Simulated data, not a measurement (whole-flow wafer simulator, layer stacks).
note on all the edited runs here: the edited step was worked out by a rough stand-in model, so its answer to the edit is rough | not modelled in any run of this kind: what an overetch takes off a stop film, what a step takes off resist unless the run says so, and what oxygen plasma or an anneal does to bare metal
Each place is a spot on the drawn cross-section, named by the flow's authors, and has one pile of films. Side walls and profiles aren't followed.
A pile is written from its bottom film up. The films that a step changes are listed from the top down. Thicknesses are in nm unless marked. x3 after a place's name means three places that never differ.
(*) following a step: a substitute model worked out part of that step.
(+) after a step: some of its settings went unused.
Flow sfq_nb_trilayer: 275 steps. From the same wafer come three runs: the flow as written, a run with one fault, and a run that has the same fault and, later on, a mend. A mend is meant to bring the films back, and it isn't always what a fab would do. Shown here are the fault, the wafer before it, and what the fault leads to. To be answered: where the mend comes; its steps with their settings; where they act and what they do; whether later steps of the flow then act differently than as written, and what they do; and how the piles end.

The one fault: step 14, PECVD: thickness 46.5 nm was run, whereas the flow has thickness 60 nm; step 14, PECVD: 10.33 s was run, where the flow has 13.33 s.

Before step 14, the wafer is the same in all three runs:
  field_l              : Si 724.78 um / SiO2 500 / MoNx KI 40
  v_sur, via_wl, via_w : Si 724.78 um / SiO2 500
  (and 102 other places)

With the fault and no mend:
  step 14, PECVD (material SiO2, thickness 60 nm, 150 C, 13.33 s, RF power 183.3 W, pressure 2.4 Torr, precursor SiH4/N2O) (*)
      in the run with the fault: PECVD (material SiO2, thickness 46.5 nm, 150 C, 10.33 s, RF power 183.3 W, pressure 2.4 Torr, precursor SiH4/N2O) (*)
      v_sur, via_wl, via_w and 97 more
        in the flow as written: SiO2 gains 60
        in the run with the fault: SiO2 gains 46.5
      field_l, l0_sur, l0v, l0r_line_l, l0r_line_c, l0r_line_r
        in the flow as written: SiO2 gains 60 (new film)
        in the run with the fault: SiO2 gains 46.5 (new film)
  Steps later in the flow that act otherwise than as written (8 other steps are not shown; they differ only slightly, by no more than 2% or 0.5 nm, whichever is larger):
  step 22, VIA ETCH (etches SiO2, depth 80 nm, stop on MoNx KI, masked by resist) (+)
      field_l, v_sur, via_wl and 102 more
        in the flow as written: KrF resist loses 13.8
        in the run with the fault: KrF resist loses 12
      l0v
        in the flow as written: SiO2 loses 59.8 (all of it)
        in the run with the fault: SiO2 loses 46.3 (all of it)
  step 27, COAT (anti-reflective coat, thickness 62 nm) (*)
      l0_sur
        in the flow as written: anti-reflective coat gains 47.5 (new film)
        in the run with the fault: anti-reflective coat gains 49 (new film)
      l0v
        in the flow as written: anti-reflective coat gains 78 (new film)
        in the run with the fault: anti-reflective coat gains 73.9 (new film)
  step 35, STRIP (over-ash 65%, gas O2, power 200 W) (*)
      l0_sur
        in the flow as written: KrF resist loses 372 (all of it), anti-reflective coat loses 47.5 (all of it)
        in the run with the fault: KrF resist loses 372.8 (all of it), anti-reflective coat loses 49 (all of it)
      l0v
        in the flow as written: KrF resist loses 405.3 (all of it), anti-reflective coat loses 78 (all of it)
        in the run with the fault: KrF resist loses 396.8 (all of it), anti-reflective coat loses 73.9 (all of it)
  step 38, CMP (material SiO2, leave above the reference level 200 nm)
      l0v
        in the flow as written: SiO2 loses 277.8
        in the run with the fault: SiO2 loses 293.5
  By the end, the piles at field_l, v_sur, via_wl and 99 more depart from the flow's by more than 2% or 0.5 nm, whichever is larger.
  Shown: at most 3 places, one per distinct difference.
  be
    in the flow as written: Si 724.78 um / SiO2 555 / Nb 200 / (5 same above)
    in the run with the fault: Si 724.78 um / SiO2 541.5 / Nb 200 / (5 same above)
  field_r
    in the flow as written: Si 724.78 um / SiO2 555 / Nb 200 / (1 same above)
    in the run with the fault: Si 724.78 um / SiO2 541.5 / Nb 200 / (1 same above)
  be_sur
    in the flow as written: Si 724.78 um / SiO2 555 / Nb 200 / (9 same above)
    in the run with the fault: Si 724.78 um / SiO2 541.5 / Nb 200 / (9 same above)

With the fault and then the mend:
  The mend stands after step 14.
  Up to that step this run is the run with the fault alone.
  step 14a, PECVD (material SiO2, thickness 13.5 nm, 150 C, 3 s, RF power 183.3 W, pressure 2.4 Torr, precursor SiH4/N2O) (a further turn of the flow's step 14, with different settings)
      field_l, v_sur, via_wl and 103 more
        SiO2 gains 13.5
  Every later step of the flow that is run acts as written, at every place that is followed, to within 2% or 0.5 nm, whichever is larger.
  By the end, the piles equal the flow's at every place that both follow.
